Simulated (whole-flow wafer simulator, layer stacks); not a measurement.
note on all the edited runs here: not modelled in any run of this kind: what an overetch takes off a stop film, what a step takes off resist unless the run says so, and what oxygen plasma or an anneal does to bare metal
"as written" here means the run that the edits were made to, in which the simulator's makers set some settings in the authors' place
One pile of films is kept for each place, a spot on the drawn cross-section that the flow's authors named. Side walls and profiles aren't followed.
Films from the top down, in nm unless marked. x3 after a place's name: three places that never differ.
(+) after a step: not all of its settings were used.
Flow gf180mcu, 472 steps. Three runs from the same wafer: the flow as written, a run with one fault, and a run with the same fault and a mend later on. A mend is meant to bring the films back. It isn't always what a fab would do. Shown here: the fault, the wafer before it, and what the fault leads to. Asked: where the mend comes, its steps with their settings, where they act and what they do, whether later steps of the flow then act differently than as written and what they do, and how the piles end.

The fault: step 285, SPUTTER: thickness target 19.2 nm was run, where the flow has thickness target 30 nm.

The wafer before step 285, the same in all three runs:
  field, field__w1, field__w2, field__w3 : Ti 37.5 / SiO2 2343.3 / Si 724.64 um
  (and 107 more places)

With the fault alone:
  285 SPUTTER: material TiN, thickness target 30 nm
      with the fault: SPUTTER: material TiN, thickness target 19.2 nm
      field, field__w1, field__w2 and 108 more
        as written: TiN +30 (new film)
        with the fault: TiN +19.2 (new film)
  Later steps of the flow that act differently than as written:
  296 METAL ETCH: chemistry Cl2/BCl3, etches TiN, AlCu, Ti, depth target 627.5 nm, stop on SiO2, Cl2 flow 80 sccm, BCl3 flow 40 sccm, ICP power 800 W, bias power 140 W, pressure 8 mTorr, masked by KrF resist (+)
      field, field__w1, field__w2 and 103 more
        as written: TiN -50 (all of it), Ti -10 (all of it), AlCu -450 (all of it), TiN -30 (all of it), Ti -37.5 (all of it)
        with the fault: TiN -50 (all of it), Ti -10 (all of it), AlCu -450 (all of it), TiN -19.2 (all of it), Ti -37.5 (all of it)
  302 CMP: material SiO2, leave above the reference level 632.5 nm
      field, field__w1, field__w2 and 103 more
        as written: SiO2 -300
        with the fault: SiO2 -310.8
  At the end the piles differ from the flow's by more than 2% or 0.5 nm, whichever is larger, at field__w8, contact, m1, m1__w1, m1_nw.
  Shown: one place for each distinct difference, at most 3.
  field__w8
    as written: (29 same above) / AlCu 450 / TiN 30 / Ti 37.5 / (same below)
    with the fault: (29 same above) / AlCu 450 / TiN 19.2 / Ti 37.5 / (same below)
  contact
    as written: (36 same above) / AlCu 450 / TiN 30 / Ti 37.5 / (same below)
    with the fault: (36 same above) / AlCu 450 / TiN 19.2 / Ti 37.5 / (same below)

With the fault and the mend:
  The mend comes after step 285.
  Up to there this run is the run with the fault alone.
  285a SPUTTER: material TiN, thickness target 10.8 nm (the flow's step 285 once more, with other settings)
      field, field__w1, field__w2 and 108 more
        TiN +10.8
  No later step of the flow acts differently than as written at any place that is followed.
  At the end the piles are the same as the flow's at every place that both follow.
